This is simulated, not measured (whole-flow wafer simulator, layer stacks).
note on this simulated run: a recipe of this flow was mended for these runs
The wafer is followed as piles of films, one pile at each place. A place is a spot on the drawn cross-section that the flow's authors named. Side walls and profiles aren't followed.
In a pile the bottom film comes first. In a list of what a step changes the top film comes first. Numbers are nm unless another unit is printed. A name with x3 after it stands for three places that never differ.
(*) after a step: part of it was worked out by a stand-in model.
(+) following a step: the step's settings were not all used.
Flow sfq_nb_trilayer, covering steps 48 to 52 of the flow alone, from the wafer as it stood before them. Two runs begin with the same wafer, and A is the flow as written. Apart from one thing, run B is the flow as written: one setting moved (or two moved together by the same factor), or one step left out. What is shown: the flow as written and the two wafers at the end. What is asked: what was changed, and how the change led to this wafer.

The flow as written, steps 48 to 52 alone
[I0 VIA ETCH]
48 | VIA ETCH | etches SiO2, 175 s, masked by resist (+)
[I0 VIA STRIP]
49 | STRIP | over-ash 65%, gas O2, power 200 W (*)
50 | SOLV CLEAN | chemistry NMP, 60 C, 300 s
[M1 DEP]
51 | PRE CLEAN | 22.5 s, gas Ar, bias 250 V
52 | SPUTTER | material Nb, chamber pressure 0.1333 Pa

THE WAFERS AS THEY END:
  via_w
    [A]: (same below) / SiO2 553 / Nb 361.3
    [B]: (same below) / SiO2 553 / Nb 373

The reason: step 48, VIA ETCH: 131 s was run, while the flow as written has 175 s.

The path from the change to this, step by step:
  48 | VIA ETCH | etches SiO2, 175 s, masked by resist (+)
      via_w: A SiO2 loses 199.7 (all of it), Nb loses 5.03 | B SiO2 loses 194.6
      field_l x5, v_sur x96, moat x3, l0v: A KrF-resist-other-grade loses 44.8 | B KrF-resist-other-grade loses 33.6
  49 | STRIP | over-ash 65%, gas O2, power 200 W (*)
      field_l x5, v_sur x96, moat x3, l0v: A KrF-resist-other-grade loses 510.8 (all of it), anti-reflective coat loses 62 (all of it) | B KrF-resist-other-grade loses 522.1 (all of it), anti-reflective coat loses 62 (all of it)
  51 | PRE CLEAN | 22.5 s, gas Ar, bias 250 V
      via_w: A Nb loses 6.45 | B SiO2 loses 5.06 (all of it), Nb loses 2.38
